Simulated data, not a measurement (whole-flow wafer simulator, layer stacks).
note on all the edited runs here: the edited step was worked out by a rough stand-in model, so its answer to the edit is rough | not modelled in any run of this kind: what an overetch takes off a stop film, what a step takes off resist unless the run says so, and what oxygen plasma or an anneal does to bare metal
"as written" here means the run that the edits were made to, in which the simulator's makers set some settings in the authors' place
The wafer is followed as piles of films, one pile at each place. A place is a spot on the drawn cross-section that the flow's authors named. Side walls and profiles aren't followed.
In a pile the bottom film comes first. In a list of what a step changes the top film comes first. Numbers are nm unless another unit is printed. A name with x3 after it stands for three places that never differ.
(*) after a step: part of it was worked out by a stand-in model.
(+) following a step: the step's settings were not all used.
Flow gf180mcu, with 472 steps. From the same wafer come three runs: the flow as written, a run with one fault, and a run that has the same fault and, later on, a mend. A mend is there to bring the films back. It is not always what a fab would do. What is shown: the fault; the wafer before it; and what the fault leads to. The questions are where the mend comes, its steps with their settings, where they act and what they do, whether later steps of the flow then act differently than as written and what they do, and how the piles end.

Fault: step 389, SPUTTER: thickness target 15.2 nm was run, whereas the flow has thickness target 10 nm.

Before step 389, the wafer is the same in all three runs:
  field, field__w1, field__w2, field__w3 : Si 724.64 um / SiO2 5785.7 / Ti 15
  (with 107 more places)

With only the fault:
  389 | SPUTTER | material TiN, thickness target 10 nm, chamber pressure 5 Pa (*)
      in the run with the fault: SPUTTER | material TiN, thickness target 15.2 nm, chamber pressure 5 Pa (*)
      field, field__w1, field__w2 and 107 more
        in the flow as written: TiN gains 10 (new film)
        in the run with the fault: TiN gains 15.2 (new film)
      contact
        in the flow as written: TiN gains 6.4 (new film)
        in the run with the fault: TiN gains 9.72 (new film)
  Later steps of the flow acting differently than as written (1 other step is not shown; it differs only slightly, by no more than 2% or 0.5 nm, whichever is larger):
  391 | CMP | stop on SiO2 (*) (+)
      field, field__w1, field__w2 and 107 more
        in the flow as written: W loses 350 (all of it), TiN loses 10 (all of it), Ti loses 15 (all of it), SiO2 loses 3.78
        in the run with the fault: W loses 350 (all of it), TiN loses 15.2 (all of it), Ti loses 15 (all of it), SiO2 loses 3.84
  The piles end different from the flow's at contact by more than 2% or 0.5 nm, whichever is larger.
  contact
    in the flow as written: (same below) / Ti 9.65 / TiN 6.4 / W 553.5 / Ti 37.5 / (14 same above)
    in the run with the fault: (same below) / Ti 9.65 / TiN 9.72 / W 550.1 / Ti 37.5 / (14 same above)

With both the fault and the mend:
  After step 389 comes the mend.
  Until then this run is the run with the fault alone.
  389a | METAL ETCH | chemistry Cl2/BCl3, etches TiN, AlCu, Ti, depth target 5.2 nm, Cl2 flow 80 sccm, BCl3 flow 40 sccm, ICP power 800 W, bias power 140 W, pressure 8 mTorr (the flow's step 260, run once more with other settings)
      field, field__w1, field__w2 and 108 more
        TiN loses 5.2
  Later steps of the flow that are run all act as written at every place that is followed, up to a difference of at most 2% or 0.5 nm, whichever is larger.
  The piles end different from the flow's at contact by more than 2% or 0.5 nm, whichever is larger.
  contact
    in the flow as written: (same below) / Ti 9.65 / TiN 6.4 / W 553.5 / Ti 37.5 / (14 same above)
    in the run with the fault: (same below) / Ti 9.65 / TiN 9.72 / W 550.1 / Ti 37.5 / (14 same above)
    in the run with the mend: (same below) / Ti 9.65 / TiN 4.52 / W 555.4 / Ti 37.5 / (14 same above)
